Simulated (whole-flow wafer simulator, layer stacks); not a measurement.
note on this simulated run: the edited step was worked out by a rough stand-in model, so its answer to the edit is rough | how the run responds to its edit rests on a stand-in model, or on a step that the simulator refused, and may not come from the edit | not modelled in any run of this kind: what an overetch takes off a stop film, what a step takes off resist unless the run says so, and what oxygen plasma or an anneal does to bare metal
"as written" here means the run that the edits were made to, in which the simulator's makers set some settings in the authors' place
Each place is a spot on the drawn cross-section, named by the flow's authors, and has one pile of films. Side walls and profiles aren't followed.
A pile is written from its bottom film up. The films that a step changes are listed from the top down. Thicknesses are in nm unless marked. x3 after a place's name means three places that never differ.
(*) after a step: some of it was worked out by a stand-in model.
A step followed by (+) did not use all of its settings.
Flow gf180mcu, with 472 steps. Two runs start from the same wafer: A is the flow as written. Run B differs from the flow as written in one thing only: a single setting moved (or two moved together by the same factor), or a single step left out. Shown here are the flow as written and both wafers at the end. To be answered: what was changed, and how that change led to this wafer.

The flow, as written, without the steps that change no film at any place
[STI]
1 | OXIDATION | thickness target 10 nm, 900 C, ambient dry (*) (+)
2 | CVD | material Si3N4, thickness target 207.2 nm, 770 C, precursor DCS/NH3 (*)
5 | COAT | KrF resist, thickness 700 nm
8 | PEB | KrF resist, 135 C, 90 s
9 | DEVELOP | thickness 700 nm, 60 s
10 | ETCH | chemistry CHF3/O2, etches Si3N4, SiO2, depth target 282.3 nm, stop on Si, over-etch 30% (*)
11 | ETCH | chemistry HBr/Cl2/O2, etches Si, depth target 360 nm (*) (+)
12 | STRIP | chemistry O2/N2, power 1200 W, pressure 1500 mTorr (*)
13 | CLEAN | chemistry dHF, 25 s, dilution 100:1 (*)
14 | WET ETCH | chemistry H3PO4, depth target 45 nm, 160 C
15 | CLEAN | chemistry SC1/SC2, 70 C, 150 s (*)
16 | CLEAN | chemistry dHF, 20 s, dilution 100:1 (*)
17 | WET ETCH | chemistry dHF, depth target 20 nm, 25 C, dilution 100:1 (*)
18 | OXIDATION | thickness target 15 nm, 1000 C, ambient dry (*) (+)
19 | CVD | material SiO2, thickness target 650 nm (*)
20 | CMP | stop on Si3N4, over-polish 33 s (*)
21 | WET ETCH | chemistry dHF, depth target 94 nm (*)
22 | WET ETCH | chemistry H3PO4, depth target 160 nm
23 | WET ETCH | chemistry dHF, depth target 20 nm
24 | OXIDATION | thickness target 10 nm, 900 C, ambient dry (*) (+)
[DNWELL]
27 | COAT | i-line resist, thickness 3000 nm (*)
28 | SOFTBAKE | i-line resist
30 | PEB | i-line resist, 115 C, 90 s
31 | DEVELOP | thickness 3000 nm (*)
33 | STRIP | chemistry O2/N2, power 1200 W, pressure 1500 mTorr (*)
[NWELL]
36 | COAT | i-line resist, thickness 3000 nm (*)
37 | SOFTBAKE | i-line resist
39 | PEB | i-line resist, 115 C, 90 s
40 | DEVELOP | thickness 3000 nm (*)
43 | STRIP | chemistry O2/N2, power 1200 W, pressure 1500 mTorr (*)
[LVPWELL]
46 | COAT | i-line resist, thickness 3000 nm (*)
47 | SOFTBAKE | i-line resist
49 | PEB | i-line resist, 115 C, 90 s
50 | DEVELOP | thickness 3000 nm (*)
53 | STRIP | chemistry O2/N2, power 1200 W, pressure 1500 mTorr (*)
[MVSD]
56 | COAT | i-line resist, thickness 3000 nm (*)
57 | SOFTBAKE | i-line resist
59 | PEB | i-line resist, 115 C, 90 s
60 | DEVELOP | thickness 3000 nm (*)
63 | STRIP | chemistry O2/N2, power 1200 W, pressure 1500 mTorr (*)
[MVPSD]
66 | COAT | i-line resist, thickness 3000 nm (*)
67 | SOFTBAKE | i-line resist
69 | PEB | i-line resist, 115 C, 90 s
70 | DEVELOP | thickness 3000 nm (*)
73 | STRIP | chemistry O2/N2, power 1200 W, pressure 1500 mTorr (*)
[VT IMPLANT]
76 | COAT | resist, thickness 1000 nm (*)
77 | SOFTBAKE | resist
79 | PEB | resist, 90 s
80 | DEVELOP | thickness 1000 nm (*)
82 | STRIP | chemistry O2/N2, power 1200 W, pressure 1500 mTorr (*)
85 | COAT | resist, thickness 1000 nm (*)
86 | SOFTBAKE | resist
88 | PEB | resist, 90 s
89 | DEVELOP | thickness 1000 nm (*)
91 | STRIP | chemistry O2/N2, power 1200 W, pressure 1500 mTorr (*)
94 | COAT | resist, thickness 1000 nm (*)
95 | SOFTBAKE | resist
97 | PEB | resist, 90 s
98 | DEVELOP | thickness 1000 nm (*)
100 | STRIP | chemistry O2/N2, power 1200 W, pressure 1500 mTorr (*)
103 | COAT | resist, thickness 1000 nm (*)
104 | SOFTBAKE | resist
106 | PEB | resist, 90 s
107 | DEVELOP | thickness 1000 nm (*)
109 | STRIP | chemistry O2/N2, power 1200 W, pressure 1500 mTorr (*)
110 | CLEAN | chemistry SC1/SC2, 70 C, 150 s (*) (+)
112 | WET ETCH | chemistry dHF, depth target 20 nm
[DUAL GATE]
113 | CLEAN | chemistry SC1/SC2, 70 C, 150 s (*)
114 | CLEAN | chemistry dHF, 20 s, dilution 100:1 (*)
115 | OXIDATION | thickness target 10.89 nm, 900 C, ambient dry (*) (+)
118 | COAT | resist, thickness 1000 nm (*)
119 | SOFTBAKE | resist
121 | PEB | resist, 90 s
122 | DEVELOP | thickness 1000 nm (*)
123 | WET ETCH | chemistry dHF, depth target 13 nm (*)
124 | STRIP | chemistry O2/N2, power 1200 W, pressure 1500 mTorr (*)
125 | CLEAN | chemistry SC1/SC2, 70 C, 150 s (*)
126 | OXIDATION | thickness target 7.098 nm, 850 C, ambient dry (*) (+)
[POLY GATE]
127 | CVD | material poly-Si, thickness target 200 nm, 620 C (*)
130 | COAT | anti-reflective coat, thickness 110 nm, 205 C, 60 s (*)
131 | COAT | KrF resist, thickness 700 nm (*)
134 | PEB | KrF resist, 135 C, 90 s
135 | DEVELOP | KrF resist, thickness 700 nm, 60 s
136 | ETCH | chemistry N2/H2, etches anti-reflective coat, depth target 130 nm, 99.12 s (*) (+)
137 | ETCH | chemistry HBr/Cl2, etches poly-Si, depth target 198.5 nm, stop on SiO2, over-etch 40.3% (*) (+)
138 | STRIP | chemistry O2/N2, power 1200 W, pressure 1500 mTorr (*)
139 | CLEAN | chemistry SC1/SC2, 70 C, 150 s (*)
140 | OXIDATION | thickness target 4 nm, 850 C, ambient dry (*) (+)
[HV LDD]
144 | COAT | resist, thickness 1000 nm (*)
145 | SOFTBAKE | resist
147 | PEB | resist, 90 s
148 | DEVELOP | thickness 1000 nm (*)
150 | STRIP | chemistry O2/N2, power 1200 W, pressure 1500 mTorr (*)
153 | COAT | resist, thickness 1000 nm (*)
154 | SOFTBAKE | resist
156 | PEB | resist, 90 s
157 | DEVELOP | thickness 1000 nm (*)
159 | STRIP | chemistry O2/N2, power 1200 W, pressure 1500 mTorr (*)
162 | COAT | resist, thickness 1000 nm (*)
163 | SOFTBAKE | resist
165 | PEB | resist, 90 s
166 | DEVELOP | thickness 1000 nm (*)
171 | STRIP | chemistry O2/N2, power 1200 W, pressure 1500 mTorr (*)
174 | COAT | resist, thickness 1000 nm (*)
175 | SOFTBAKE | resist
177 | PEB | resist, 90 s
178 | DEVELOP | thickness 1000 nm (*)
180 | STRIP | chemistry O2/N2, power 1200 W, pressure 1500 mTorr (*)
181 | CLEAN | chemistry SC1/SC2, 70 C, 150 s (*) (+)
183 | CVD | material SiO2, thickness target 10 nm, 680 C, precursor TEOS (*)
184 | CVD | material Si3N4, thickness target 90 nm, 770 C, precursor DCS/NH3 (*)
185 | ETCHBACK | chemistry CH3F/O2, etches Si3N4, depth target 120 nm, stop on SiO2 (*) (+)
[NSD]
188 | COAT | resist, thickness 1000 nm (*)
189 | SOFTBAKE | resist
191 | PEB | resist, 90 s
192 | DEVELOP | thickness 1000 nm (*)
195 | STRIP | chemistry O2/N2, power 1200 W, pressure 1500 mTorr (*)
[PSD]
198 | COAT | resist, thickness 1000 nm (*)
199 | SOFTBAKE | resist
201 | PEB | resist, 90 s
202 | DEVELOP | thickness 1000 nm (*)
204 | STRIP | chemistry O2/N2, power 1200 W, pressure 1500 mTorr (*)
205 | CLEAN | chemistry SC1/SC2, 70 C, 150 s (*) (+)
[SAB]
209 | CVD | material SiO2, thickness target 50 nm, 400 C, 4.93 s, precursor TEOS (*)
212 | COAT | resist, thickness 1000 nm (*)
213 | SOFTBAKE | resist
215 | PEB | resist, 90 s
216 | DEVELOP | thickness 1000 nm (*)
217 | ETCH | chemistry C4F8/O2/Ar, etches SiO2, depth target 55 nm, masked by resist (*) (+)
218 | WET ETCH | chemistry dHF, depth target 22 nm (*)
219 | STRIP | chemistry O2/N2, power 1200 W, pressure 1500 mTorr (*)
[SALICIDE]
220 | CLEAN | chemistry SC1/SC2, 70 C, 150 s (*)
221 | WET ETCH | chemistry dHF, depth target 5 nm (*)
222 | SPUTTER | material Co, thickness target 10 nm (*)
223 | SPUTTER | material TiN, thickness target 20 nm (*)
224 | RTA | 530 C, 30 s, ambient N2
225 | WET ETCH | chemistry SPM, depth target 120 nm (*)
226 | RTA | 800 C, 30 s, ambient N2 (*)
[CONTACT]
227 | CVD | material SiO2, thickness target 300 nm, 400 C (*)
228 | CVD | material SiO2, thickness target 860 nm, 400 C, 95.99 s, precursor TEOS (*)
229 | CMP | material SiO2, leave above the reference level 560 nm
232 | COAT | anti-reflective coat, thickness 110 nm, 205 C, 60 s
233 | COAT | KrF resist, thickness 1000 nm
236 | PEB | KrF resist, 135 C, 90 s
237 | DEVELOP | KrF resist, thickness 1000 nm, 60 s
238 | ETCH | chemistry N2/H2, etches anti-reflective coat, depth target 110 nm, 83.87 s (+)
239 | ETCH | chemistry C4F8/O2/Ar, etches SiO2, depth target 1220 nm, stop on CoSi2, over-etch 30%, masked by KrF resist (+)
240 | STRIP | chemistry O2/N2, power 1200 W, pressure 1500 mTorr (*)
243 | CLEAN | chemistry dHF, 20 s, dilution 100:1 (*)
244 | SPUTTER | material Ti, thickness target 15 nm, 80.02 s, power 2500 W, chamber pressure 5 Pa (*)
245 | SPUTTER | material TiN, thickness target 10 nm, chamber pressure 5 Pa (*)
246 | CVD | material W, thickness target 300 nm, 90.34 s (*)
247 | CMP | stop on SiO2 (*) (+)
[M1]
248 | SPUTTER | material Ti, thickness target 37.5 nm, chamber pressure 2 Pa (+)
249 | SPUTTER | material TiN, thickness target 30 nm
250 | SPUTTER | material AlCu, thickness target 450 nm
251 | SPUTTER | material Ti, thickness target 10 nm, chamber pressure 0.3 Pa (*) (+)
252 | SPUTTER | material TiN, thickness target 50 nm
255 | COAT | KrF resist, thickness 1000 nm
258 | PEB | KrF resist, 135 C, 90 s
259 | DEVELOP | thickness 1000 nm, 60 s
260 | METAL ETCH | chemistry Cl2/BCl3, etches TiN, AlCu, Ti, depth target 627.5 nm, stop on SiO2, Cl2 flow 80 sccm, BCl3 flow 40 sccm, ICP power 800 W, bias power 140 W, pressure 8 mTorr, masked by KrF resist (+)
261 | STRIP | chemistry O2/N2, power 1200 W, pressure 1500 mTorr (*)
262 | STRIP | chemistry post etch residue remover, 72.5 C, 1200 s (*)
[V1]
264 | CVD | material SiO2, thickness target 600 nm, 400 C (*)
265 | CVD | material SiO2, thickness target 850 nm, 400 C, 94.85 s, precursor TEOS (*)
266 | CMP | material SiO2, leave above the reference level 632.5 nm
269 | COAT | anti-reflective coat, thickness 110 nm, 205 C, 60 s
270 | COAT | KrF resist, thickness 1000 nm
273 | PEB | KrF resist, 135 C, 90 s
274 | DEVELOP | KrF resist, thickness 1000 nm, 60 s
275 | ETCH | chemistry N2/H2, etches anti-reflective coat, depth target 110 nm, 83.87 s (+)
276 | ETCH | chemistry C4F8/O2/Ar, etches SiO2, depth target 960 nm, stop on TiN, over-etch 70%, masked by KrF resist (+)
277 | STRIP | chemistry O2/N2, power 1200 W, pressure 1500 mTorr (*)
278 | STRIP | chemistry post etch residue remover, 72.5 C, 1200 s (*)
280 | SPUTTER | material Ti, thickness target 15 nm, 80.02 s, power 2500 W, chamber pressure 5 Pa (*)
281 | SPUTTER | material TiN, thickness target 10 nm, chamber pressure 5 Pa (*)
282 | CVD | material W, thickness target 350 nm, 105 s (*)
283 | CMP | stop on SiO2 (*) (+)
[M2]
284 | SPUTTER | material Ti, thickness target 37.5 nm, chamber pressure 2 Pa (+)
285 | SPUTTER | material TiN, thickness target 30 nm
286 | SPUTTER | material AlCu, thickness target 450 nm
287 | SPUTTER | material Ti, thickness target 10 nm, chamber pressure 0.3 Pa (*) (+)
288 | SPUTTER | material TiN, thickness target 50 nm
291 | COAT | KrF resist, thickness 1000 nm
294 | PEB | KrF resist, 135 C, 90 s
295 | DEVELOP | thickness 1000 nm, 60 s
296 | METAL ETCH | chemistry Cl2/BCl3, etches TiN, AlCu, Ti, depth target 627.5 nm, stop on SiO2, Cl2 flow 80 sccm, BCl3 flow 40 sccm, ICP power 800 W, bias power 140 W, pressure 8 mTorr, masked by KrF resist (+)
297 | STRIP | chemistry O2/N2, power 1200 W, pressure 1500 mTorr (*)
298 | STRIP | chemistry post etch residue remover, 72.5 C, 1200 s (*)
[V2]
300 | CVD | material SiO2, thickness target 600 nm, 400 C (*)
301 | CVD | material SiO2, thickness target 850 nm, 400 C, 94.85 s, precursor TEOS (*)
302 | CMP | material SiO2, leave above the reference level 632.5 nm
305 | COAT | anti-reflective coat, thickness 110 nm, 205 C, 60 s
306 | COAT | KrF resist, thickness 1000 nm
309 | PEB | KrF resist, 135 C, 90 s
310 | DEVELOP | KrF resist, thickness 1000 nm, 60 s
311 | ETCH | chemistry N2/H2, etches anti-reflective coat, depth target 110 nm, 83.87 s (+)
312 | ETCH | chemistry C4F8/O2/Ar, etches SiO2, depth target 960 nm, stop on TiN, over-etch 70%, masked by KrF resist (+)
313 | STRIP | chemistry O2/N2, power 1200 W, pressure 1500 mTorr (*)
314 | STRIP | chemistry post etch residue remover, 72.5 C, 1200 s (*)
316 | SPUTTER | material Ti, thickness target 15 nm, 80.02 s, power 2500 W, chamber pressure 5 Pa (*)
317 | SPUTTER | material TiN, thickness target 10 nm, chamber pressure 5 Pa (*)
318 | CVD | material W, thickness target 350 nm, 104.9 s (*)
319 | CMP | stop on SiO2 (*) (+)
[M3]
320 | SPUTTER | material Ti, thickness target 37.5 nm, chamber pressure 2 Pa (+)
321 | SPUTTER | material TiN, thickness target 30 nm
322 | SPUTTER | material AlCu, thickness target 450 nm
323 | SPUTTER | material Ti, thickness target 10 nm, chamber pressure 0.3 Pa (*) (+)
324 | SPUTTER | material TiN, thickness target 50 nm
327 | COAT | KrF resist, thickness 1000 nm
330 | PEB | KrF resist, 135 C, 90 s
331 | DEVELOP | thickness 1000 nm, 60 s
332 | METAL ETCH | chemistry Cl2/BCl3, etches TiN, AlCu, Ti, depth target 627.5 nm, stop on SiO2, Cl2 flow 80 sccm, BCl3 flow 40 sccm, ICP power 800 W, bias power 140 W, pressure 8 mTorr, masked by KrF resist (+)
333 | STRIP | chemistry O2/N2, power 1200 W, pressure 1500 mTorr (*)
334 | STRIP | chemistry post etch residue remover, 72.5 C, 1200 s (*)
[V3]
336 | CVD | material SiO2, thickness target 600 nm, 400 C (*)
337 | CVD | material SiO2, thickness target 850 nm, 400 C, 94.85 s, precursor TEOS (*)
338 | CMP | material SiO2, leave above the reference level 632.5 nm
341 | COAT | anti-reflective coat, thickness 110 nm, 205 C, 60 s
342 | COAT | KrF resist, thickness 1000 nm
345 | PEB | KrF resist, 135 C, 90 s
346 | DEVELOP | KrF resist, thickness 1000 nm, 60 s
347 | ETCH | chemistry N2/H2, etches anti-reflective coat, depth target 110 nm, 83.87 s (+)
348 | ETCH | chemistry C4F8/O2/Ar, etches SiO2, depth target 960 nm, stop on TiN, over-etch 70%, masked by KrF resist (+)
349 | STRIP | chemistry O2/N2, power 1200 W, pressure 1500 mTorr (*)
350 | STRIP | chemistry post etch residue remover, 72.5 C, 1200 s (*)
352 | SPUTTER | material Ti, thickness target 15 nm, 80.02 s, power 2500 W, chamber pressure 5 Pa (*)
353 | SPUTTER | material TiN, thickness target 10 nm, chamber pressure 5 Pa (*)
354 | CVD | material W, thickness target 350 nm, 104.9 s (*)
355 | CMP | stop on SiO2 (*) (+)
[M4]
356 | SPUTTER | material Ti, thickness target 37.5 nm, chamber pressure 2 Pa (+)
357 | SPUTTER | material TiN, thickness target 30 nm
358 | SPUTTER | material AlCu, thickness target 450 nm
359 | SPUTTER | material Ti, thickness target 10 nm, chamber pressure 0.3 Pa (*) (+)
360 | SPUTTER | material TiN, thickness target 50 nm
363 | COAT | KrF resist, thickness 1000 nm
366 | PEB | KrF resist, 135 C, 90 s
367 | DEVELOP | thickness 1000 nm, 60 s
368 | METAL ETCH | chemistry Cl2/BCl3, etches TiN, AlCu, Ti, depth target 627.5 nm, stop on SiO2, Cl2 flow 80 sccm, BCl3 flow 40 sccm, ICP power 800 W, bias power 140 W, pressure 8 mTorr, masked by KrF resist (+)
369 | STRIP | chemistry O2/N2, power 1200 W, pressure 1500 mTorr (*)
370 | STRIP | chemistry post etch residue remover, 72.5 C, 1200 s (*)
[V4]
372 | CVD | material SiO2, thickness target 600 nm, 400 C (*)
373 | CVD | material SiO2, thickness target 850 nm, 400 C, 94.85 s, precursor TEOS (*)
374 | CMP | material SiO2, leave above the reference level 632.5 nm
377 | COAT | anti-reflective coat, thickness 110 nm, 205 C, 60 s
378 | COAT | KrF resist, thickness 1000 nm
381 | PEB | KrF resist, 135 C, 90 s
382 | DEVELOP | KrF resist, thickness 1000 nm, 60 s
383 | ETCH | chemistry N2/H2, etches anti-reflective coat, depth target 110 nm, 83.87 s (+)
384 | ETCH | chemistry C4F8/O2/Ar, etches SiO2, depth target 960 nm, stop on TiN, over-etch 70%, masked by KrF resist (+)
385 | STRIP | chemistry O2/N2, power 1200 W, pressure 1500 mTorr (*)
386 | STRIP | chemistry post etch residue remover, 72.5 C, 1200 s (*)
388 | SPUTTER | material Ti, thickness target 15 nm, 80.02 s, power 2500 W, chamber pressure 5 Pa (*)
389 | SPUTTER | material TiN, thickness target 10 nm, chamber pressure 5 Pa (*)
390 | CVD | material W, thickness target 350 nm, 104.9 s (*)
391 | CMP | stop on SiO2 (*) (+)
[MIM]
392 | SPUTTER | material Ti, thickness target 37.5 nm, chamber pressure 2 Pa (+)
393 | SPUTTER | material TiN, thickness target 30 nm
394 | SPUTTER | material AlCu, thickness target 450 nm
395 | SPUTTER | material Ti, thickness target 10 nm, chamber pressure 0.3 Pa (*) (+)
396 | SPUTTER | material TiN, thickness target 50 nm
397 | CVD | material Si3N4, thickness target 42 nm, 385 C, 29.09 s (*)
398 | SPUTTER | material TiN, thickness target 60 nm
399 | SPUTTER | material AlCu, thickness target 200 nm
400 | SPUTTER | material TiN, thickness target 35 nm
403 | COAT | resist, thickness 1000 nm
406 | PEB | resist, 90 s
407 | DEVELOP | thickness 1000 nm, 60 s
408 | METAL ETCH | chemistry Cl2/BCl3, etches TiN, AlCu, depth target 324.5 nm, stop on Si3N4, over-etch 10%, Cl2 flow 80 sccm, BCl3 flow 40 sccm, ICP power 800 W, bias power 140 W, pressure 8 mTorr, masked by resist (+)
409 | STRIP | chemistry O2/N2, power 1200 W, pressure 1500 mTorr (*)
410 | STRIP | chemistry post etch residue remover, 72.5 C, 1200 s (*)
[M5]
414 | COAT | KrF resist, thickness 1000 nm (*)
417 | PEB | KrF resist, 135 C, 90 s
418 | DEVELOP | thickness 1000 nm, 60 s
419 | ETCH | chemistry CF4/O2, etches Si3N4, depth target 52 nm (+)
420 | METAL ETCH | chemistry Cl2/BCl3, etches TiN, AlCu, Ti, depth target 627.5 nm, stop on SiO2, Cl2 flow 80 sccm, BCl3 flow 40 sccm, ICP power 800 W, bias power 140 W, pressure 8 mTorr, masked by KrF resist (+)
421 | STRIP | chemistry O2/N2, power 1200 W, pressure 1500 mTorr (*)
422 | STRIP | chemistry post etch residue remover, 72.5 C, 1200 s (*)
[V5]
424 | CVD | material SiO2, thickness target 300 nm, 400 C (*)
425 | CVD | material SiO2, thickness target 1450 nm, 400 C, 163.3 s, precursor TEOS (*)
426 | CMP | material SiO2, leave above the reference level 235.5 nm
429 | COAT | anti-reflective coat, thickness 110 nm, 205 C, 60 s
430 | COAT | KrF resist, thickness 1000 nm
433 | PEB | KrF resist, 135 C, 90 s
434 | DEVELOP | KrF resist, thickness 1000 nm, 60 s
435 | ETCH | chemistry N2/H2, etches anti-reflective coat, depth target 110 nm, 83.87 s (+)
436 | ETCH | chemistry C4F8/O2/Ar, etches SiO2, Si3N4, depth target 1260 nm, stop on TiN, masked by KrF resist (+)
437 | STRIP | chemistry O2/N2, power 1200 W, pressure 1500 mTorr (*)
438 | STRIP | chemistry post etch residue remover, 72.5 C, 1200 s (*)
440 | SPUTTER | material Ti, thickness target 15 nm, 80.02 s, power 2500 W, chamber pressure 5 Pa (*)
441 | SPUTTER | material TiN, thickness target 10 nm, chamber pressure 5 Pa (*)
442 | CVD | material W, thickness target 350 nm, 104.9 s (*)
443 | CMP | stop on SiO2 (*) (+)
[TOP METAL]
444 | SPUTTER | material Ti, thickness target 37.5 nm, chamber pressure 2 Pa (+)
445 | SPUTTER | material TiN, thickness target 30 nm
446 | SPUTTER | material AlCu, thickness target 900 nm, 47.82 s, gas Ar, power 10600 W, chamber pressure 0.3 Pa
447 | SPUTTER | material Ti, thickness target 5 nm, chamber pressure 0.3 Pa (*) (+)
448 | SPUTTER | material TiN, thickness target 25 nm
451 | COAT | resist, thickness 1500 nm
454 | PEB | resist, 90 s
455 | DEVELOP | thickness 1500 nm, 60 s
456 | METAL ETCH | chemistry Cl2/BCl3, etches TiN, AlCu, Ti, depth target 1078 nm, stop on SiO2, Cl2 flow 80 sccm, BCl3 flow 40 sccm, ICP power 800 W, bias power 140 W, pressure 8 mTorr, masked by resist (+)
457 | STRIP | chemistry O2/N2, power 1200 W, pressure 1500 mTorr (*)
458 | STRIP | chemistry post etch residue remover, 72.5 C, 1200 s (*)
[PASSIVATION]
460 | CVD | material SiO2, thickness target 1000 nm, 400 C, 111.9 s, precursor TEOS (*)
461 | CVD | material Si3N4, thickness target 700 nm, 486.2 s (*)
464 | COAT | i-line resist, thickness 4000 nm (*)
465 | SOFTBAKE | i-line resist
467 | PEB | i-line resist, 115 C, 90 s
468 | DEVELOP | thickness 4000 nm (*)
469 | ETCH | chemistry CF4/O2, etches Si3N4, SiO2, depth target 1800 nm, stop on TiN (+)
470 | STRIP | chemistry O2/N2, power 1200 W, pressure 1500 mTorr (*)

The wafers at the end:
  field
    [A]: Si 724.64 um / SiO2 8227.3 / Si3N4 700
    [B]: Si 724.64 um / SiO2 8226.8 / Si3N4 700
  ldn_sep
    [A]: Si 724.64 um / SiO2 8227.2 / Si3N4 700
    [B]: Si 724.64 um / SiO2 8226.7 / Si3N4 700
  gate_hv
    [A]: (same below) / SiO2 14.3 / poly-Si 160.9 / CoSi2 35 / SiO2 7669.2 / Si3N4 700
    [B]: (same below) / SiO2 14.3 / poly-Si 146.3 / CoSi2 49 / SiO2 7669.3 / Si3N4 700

What caused this: step 222, SPUTTER: thickness target 14 nm was run, while the flow as written has thickness target 10 nm.

The path from the change to this, step by step:
  222 | SPUTTER | material Co, thickness target 10 nm (*)
      field, field__w7, field__w8 and 71 more: A +10 Co (new film) | B +14 Co (new film)
      field__w6, field_sub, field_sub__w2: A +9.95 Co (new film) | B +13.9 Co (new film)
      (also at 34 further places)
  223 | SPUTTER | material TiN, thickness target 20 nm (*)
      field__w12: A +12 TiN (new film) | B +12.6 TiN (new film)
  224 | RTA | 530 C, 30 s, ambient N2
      gate, gate_hv, gate_p and 22 more: A under 1 film: +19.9 CoSi (new film), -10 Co (all of it), -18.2 poly-Si | B under 1 film: +27.8 CoSi (new film), -14 Co (all of it), -25.5 poly-Si
      active, p_well, sd_n and 11 more: A under 1 film: +19.9 CoSi (new film), -10 Co (all of it), -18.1 Si | B under 1 film: +27.8 CoSi (new film), -14 Co (all of it), -25.4 Si
      (also at 10 further places)
  225 | WET ETCH | chemistry SPM, depth target 120 nm (*)
      field, field__w7, field__w8 and 32 more: A -20 TiN (all of it), -10 Co (all of it) | B -20 TiN (all of it), -14 Co (all of it)
      field__w9, nw_enc_fld_lv__w3: A -19.1 TiN (all of it), -9.6 Co (all of it) | B -19.1 TiN (all of it), -13.4 Co (all of it)
      (also at 25 further places)
  226 | RTA | 800 C, 30 s, ambient N2 (*)
      gate, gate_hv, gate_p and 22 more: A +35 CoSi2 (new film), -19.9 CoSi (all of it), -18.2 poly-Si | B +49 CoSi2 (new film), -27.8 CoSi (all of it), -25.5 poly-Si
      active, p_well, sd_n and 11 more: A +35 CoSi2 (new film), -19.9 CoSi (all of it), -18.1 Si | B +49 CoSi2 (new film), -27.8 CoSi (all of it), -25.4 Si
      (also at 10 further places)
